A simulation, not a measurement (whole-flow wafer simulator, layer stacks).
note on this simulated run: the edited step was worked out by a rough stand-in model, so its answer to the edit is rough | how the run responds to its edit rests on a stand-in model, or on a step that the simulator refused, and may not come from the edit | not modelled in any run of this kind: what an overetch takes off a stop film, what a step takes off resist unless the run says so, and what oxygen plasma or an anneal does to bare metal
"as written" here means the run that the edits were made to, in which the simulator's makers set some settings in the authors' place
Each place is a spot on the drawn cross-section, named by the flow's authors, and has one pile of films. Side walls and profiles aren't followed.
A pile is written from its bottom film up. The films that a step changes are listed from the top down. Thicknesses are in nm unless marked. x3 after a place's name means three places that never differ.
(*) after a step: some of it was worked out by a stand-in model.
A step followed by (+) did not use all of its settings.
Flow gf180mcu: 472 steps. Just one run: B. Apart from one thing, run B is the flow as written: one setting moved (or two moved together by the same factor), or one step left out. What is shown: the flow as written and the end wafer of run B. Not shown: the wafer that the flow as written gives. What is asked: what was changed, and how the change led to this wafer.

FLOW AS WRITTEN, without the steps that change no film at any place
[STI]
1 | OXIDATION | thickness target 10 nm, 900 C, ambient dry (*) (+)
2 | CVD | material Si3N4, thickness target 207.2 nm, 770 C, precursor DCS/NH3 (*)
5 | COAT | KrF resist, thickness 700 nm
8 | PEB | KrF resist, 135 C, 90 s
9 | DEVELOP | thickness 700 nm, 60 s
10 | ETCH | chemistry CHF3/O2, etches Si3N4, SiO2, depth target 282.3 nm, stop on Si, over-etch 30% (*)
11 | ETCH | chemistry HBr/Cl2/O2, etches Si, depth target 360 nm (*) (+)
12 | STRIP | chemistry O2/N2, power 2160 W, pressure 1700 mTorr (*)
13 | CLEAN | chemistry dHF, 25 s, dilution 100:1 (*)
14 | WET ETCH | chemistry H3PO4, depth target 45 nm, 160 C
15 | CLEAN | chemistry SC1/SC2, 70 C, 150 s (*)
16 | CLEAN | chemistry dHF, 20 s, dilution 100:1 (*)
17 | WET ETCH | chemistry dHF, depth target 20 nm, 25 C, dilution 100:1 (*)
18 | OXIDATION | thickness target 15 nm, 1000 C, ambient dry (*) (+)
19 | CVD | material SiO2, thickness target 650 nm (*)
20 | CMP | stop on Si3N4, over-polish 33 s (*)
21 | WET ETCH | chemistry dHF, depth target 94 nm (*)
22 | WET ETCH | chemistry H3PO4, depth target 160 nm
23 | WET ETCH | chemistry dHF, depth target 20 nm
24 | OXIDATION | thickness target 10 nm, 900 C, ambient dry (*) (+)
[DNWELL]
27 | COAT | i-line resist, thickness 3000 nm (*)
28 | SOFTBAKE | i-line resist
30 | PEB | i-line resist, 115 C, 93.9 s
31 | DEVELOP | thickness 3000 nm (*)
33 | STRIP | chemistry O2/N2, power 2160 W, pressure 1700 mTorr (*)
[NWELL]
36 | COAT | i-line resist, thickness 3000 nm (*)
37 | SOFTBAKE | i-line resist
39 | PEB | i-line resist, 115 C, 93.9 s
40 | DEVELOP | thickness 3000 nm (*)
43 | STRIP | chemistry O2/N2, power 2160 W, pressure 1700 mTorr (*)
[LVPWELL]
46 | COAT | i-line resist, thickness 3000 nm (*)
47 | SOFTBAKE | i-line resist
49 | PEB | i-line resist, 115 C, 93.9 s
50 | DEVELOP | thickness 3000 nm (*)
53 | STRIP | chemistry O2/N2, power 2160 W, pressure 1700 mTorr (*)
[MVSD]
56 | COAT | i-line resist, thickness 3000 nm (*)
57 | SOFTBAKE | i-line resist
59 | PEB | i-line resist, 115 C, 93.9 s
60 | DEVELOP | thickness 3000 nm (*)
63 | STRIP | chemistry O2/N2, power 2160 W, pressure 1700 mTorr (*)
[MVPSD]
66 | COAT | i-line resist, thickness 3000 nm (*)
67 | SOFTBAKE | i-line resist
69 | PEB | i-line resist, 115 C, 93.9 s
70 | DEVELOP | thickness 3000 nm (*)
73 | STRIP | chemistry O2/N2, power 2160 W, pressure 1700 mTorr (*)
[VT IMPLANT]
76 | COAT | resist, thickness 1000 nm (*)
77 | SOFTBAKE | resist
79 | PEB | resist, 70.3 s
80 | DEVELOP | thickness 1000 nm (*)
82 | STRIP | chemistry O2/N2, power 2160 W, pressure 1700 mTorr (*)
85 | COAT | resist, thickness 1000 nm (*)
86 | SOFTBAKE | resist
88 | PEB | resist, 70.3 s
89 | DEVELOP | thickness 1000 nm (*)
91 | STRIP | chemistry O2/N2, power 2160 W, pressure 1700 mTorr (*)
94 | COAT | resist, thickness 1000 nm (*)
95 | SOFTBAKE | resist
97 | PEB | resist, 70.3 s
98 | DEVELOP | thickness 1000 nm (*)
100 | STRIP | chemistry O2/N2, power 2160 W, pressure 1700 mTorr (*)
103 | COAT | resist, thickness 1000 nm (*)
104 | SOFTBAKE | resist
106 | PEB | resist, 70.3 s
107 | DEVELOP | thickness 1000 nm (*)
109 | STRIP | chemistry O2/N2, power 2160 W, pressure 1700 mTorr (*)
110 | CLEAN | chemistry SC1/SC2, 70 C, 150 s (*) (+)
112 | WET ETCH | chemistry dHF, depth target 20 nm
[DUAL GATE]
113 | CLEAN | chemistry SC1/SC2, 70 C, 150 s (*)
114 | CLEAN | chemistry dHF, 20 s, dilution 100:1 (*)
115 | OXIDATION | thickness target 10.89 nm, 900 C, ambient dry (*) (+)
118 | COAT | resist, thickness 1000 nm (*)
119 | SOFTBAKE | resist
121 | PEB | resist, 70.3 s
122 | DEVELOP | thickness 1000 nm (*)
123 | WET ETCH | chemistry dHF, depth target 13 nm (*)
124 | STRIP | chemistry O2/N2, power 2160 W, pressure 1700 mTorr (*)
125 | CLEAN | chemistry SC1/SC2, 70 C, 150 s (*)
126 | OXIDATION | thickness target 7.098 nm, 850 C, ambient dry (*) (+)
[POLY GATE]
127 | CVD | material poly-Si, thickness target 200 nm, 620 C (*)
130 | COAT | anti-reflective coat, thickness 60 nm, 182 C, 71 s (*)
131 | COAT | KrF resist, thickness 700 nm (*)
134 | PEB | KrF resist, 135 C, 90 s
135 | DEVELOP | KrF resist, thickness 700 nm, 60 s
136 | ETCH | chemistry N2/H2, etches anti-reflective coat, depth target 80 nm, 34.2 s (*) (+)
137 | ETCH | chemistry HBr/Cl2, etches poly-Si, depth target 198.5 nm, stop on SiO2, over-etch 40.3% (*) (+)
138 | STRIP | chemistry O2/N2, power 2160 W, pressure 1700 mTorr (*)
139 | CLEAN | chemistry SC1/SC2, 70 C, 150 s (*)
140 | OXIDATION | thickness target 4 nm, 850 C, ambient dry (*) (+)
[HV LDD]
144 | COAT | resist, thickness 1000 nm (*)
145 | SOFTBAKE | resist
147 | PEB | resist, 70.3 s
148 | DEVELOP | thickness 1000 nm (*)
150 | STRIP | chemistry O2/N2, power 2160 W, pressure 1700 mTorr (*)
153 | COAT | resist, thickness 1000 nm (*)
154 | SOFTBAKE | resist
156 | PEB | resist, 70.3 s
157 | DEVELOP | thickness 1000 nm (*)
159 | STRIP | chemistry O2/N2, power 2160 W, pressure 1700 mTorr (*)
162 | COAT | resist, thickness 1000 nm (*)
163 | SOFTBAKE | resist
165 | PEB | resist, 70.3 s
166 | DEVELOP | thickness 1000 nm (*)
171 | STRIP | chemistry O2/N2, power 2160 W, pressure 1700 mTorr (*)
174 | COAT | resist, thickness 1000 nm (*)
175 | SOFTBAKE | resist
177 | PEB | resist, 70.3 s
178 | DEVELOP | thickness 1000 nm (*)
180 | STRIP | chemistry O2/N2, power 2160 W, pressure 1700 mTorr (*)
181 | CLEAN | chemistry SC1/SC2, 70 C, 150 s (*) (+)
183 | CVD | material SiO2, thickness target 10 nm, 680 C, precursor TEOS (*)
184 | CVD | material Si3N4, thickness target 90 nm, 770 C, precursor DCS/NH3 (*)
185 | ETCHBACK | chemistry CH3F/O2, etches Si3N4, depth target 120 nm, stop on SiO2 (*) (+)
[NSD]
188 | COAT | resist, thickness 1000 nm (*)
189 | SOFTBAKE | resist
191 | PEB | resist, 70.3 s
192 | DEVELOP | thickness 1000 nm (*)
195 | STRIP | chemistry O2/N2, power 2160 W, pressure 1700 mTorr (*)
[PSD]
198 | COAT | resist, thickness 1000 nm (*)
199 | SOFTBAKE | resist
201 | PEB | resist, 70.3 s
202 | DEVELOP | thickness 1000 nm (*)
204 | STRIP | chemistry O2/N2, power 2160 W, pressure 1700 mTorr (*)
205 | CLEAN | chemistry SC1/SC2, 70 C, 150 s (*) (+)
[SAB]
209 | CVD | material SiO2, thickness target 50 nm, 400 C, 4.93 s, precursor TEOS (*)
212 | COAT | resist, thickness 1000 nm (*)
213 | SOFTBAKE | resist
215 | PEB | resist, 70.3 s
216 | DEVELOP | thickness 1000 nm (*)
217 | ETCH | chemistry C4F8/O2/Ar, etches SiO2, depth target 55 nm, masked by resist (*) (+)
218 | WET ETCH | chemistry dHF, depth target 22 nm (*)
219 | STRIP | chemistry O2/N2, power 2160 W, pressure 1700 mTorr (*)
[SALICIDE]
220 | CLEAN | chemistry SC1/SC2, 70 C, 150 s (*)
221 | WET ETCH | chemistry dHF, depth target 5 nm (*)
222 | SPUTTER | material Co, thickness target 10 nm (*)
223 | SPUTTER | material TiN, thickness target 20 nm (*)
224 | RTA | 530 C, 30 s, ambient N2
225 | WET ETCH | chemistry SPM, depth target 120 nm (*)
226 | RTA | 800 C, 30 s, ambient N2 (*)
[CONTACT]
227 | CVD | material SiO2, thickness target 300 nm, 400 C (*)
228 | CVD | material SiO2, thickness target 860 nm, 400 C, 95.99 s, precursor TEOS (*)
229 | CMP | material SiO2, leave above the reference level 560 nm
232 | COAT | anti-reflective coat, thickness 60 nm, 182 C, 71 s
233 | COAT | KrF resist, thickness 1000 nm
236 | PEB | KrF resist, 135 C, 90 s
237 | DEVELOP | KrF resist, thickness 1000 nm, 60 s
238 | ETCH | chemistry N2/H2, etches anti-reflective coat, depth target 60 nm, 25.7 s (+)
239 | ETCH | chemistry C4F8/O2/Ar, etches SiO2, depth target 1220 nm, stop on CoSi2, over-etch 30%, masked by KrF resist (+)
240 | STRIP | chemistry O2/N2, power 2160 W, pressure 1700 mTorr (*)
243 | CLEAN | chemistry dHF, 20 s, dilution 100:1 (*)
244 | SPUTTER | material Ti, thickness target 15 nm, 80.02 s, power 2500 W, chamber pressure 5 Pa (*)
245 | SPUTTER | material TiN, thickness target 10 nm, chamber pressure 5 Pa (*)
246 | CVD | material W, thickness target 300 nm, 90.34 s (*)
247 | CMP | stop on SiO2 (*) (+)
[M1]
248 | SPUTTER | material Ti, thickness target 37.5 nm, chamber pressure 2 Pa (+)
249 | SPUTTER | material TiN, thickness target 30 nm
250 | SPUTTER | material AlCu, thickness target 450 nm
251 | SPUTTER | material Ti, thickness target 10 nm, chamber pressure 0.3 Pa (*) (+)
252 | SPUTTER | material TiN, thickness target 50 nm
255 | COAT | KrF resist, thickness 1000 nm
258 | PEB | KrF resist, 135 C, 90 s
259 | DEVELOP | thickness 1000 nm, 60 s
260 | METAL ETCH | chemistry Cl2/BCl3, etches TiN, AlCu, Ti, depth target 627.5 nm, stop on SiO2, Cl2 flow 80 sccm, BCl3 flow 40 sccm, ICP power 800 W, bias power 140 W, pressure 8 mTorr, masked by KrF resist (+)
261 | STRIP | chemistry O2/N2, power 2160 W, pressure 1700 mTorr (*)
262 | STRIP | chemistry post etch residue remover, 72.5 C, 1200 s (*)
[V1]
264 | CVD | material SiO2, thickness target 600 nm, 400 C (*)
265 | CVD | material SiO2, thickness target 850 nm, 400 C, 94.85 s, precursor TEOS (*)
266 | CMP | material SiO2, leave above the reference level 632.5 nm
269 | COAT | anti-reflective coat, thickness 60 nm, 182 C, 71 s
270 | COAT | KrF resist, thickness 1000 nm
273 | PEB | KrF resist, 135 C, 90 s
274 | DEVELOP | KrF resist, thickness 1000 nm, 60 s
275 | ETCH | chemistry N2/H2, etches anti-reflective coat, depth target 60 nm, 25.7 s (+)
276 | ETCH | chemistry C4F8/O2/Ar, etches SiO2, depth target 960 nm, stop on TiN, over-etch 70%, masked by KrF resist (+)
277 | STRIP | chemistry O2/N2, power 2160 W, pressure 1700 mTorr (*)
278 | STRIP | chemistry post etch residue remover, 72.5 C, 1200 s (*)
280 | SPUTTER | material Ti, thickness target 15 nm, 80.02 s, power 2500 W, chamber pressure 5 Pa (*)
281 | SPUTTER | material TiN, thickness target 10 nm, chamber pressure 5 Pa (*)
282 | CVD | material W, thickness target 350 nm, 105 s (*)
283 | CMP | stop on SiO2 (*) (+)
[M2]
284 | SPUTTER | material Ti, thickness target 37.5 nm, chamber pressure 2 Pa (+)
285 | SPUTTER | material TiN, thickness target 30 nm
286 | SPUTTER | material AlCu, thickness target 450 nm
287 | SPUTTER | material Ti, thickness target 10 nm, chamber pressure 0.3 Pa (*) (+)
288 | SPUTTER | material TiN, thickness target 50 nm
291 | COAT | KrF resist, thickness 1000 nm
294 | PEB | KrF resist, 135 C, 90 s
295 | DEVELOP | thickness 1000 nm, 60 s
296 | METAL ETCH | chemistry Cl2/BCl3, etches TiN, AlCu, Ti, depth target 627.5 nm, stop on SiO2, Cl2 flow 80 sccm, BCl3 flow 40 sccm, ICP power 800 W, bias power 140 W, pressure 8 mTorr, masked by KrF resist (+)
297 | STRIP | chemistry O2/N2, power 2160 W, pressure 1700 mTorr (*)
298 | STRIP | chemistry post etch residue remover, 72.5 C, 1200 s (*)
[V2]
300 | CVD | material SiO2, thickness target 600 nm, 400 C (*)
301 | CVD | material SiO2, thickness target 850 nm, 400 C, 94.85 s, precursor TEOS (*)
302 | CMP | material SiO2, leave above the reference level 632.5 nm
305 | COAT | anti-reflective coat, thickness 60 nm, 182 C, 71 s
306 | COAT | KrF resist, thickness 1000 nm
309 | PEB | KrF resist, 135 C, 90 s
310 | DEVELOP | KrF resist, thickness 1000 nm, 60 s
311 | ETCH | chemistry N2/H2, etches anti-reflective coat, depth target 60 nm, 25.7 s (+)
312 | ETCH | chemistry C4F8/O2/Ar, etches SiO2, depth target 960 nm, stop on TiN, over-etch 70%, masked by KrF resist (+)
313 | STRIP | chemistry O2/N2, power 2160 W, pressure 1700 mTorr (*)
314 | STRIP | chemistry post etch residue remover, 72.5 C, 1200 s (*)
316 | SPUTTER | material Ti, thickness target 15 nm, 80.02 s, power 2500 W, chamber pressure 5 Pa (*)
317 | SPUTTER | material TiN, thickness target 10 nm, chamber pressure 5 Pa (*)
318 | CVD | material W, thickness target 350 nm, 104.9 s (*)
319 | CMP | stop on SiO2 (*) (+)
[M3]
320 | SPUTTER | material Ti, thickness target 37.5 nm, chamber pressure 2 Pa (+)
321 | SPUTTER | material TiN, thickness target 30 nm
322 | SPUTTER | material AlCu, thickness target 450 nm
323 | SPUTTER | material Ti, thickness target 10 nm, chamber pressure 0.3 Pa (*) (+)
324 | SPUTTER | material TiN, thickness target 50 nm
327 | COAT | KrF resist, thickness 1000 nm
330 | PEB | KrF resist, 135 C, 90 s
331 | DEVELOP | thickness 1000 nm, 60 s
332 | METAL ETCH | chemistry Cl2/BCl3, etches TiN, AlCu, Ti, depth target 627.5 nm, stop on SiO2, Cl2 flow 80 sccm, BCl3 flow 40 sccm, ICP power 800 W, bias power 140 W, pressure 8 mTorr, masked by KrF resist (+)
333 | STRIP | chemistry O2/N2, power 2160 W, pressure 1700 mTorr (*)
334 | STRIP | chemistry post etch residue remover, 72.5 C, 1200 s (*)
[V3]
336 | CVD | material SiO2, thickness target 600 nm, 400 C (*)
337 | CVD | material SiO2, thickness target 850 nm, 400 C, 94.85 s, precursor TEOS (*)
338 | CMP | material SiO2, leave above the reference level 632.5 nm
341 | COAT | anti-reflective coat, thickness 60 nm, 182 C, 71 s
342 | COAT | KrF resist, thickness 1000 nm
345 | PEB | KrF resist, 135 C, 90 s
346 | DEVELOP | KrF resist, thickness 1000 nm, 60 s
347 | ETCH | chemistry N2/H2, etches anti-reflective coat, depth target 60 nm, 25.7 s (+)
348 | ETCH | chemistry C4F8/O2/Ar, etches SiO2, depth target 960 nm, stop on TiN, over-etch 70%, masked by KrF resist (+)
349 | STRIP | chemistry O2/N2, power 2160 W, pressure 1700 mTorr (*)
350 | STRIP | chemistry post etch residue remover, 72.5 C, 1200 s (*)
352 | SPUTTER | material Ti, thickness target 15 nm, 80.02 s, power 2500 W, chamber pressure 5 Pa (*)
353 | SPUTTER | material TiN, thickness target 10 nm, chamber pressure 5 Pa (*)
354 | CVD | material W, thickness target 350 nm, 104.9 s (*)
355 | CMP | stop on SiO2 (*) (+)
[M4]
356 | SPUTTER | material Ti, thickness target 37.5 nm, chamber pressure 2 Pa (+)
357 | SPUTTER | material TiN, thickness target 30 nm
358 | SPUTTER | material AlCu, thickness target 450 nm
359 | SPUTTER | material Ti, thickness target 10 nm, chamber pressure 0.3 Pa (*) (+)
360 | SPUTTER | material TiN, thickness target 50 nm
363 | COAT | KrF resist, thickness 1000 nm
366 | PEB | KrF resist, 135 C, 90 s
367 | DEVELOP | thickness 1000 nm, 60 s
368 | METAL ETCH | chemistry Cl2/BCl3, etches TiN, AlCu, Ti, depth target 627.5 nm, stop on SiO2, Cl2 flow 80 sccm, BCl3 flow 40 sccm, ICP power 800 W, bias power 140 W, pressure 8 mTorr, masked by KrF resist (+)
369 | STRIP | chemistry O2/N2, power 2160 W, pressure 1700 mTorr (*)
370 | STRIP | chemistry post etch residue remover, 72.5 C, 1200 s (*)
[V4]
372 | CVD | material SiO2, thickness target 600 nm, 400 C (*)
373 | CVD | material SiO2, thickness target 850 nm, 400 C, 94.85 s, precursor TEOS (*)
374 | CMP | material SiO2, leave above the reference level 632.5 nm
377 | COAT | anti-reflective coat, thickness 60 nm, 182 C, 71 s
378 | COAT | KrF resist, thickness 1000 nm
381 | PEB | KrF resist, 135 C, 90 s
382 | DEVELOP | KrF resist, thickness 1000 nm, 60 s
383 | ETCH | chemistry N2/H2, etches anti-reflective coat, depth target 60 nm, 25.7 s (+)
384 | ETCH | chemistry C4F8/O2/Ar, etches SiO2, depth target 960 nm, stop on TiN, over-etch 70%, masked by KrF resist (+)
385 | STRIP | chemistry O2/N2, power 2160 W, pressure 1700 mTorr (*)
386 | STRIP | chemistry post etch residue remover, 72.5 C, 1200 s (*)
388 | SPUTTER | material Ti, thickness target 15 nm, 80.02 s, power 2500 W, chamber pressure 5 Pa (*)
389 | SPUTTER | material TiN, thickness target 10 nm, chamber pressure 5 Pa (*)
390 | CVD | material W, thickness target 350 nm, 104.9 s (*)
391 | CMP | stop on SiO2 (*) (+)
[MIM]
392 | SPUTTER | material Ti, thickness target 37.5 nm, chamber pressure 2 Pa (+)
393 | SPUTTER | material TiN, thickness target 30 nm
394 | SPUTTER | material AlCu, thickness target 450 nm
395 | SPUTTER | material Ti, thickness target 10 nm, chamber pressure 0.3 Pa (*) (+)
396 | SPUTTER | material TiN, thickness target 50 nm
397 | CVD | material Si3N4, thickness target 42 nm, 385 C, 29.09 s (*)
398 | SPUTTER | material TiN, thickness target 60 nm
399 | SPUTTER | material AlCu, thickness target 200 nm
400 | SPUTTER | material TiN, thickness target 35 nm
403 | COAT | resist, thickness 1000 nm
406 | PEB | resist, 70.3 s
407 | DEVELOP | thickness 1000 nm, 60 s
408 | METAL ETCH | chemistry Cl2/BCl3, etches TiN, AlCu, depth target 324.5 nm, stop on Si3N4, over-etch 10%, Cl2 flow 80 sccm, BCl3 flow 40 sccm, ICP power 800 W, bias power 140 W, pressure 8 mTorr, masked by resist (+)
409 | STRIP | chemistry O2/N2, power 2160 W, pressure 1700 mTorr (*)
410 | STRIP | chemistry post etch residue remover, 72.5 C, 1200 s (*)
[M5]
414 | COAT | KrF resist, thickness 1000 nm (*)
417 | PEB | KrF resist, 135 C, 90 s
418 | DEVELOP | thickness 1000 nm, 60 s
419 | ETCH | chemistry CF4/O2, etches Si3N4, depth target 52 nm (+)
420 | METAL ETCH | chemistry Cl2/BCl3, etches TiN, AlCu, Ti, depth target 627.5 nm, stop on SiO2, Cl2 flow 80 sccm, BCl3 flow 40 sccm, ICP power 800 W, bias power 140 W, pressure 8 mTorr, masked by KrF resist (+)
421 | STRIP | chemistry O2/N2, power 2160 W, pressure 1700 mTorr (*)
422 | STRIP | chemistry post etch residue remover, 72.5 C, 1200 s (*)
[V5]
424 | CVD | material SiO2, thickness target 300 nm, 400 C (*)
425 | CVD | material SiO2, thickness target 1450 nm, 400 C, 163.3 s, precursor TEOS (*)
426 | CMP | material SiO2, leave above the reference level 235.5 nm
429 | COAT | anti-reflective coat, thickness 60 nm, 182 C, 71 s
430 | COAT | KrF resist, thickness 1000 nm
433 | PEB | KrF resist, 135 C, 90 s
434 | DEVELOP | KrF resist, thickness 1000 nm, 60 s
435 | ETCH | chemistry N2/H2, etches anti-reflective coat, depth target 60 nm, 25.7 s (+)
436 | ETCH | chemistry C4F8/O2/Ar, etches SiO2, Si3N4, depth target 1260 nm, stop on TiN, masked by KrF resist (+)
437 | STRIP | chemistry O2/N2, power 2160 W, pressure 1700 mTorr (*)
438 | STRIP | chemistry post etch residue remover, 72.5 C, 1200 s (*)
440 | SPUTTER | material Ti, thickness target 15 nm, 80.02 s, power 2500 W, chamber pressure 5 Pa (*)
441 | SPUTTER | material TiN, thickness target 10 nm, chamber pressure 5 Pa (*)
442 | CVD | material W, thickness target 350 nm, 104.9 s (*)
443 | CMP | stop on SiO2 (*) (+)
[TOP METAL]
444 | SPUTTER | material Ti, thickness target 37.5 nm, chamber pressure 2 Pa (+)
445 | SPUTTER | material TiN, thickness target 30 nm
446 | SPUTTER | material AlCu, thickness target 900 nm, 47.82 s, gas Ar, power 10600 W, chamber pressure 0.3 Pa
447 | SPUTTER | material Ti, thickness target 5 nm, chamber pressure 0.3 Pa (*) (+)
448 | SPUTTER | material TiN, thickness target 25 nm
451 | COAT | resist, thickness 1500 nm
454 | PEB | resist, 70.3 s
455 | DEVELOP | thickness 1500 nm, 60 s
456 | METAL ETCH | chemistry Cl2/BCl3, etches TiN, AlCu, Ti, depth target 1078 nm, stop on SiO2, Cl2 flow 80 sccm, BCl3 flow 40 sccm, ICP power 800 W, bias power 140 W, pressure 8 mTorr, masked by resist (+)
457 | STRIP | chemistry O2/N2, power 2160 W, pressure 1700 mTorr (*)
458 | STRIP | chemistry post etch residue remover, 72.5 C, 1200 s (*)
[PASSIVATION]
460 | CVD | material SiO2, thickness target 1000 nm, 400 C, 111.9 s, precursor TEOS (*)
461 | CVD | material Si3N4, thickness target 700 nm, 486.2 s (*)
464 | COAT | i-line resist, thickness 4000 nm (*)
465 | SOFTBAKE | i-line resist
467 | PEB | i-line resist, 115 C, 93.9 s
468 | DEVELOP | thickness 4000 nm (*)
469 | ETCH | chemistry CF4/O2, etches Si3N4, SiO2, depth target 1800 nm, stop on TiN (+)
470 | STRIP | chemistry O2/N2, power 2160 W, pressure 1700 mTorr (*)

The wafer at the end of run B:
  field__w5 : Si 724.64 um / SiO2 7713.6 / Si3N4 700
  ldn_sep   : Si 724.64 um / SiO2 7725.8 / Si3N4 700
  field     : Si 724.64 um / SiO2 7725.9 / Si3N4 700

What caused this: step 425, CVD: thickness target 638 nm was run, though the flow has thickness target 1450 nm; step 425, CVD: 71.84 s was run, where the flow has 163.3 s.

Step by step, how the change led to this:
  425 | CVD | material SiO2, thickness target 1450 nm, 400 C, 163.3 s, precursor TEOS (*)
      field, field__w1, field__w4 and 100 more: SiO2 gains 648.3 (in the flow as written it would be: SiO2 gains 1450)
      field__w2, field__w3, field__w12 and 6 more: SiO2 gains 636.3 (in the flow as written it would be: SiO2 gains 1421.8)
  426 | CMP | material SiO2, leave above the reference level 235.5 nm
      field, field__w1, field__w5 and 92 more: nothing (in the flow as written it would be: SiO2 loses 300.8)
      field__w2, field__w3, field__w12 and 6 more: nothing (in the flow as written it would be: SiO2 loses 272.7)
      (as well as at 8 more places)
  429 | COAT | anti-reflective coat, thickness 60 nm, 182 C, 71 s
      field_sub, field_sub__w2, field_sub__w3, ld_gate_n, ld_sd_p, ld_gate_p, ld_body_p_dnw: anti-reflective coat gains 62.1 (new film) (in the flow as written it would be: anti-reflective coat gains 60 (new film))
      field_sub__w4, ld_acc_p, ld_fp_p, ld_drift_p, ld_drn_p, gate_p_hv: anti-reflective coat gains 62 (new film) (in the flow as written it would be: anti-reflective coat gains 60 (new film))
      (as well as at 61 more places)
  430 | COAT | KrF resist, thickness 1000 nm
      field: KrF resist gains 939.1 (new film) (in the flow as written it would be: KrF resist gains 1000 (new film))
      field__w5: KrF resist gains 1027.3 (new film) (in the flow as written it would be: KrF resist gains 1000 (new film))
      (as well as at 29 more places)
  433 | PEB | KrF resist, 135 C, 90 s
      field__w7, ppoly_u, npoly_sal: KrF resist loses 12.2 (in the flow as written it would be: KrF resist loses 10.5)
      polyc_n, polyc_n_rim: KrF resist loses 15.5 (in the flow as written it would be: KrF resist loses 10.5)
      (as well as at 18 more places)
  434 | DEVELOP | KrF resist, thickness 1000 nm, 60 s
      contact: KrF resist loses 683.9 (all of it) (in the flow as written it would be: KrF resist loses 989.5 (all of it))
  435 | ETCH | chemistry N2/H2, etches anti-reflective coat, depth target 60 nm, 25.7 s (+)
      contact: anti-reflective coat loses 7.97 (all of it), SiO2 loses 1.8 (in the flow as written it would be: anti-reflective coat loses 60 (all of it), SiO2 loses 0.46)
  437 | STRIP | chemistry O2/N2, power 2160 W, pressure 1700 mTorr (*)
      p_well, sti, spacer, sd_n, pad, dice_street: KrF resist loses 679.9 (all of it), anti-reflective coat loses 63.2 (all of it) (in the flow as written it would be: KrF resist loses 679.2 (all of it), anti-reflective coat loses 60 (all of it))
      field_sub__w3, ld_sd_p: KrF resist loses 683.9 (all of it), anti-reflective coat loses 62.1 (all of it) (in the flow as written it would be: KrF resist loses 679.2 (all of it), anti-reflective coat loses 60 (all of it))
      (as well as at 66 more places)
  440 | SPUTTER | material Ti, thickness target 15 nm, 80.02 s, power 2500 W, chamber pressure 5 Pa (*)
      contact: Ti gains 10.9 (new film) (in the flow as written it would be: Ti gains 8.12 (new film))
  441 | SPUTTER | material TiN, thickness target 10 nm, chamber pressure 5 Pa (*)
      contact: TiN gains 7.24 (new film) (in the flow as written it would be: TiN gains 5.38 (new film))
  442 | CVD | material W, thickness target 350 nm, 104.9 s (*)
      contact: W gains 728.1 (new film) (in the flow as written it would be: W gains 1233.6 (new film))
  443 | CMP | stop on SiO2 (*) (+)
      field__w3, field__w12, npoly_sal, ppoly_sal, nw_sep_fld, gate_hv5, gate_p_hv5, sti_nw: W loses 350 (all of it), TiN loses 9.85 (all of it), Ti loses 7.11 (in the flow as written it would be: W loses 350 (all of it), TiN loses 10 (all of it), Ti loses 15 (all of it), SiO2 loses 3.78)
      field__w2: W loses 350 (all of it), TiN loses 9.63 (all of it), Ti loses 6.8 (in the flow as written it would be: W loses 350 (all of it), TiN loses 10 (all of it), Ti loses 15 (all of it), SiO2 loses 3.78)
      (as well as at 102 more places)
  444 | SPUTTER | material Ti, thickness target 37.5 nm, chamber pressure 2 Pa (+)
      field__w2, field__w3, field__w12 and 6 more: Ti gains 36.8 (in the flow as written it would be: Ti gains 37.5 (new film))
  445 | SPUTTER | material TiN, thickness target 30 nm
      field__w2, field__w3, field__w12 and 6 more: TiN gains 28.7 (new film) (in the flow as written it would be: TiN gains 30 (new film))
  446 | SPUTTER | material AlCu, thickness target 900 nm, 47.82 s, gas Ar, power 10600 W, chamber pressure 0.3 Pa
      field__w2, field__w3, field__w12 and 6 more: AlCu gains 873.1 (new film) (in the flow as written it would be: AlCu gains 900 (new film))
  447 | SPUTTER | material Ti, thickness target 5 nm, chamber pressure 0.3 Pa (*) (+)
      field__w2: Ti gains 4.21 (new film) (in the flow as written it would be: Ti gains 5 (new film))
  ... 10 other steps ...
  470 | STRIP | chemistry O2/N2, power 2160 W, pressure 1700 mTorr (*)
      field__w8, m1__w1: i-line resist loses 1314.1 (all of it) (in the flow as written it would be: i-line resist loses 1775.9 (all of it))
      m1: i-line resist loses 1332.7 (all of it) (in the flow as written it would be: i-line resist loses 1798.9 (all of it))
      (as well as at 3 more places)
